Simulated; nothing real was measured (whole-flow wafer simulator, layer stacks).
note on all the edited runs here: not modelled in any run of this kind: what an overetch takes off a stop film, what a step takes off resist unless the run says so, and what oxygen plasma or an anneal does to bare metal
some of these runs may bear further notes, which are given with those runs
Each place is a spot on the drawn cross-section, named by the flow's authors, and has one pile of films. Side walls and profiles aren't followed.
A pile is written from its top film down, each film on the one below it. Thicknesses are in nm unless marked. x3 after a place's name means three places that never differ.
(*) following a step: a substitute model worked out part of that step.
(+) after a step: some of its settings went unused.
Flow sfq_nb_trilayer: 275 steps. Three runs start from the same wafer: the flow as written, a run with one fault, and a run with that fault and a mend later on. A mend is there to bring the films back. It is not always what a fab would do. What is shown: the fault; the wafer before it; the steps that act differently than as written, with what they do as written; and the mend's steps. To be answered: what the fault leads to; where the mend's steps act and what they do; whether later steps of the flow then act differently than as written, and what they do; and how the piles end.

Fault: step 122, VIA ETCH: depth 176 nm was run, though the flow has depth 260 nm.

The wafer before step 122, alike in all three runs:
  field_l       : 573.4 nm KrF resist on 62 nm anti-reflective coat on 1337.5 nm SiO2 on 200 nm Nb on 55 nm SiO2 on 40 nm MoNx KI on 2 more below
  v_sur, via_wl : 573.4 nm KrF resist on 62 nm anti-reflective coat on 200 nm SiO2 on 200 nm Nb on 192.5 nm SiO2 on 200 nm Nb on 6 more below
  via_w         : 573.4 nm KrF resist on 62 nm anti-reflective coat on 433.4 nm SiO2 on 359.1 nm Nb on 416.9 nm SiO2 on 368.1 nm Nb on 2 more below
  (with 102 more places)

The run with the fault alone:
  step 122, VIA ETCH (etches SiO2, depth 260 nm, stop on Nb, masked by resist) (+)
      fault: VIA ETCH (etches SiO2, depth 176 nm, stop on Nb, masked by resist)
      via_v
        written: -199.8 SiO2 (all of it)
        fault: -176 SiO2
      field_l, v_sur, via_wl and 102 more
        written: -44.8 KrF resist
        fault: -30.3 KrF resist
  Later steps of the flow acting differently than as written (4 other steps are not shown; they differ only slightly, by no more than 2% or 0.5 nm, whichever is larger):
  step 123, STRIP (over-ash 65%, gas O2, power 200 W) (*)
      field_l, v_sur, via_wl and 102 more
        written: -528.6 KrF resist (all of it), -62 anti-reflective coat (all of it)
        fault: -543.1 KrF resist (all of it), -62 anti-reflective coat (all of it)
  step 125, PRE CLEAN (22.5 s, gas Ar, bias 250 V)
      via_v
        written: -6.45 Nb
        fault: -7.5 SiO2
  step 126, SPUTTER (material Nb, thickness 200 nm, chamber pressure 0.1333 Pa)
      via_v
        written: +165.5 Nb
        fault: +170.5 Nb (new film)
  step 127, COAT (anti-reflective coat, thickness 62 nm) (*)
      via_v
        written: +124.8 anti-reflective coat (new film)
        fault: +113.6 anti-reflective coat (new film)
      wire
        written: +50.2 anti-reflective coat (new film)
        fault: +48.9 anti-reflective coat (new film)
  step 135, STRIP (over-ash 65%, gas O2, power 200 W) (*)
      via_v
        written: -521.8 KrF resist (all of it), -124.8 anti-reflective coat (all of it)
        fault: -507.4 KrF resist (all of it), -113.6 anti-reflective coat (all of it)
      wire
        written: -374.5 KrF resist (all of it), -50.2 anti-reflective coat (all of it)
        fault: -376.8 KrF resist (all of it), -48.9 anti-reflective coat (all of it)
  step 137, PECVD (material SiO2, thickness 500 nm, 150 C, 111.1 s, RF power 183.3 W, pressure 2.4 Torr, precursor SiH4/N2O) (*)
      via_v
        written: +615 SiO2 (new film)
        fault: +562.7 SiO2 (new film)
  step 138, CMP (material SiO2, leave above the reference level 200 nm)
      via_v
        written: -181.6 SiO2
        fault: -157.1 SiO2
  The piles end different from the flow's at via_v by more than 2% or 0.5 nm, whichever is larger.
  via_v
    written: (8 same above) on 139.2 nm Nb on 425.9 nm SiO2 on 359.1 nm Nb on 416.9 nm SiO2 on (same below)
    fault: (8 same above) on 139.2 nm Nb on 398.2 nm SiO2 on 170.5 nm Nb on 16.3 nm SiO2 on 200 nm Nb on 416.9 nm SiO2 on (same below)

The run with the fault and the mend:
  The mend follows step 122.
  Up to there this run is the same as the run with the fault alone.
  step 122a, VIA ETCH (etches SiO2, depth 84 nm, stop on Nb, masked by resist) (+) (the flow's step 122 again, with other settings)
      field_l, v_sur, via_wl and 102 more
        -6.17 KrF resist
      via_v
        -23.8 SiO2 (all of it)
  Later steps of the flow that are run all act as written at every place that is followed, up to a difference of at most 2% or 0.5 nm, whichever is larger.
  By the end, the piles equal the flow's at every place that both follow.
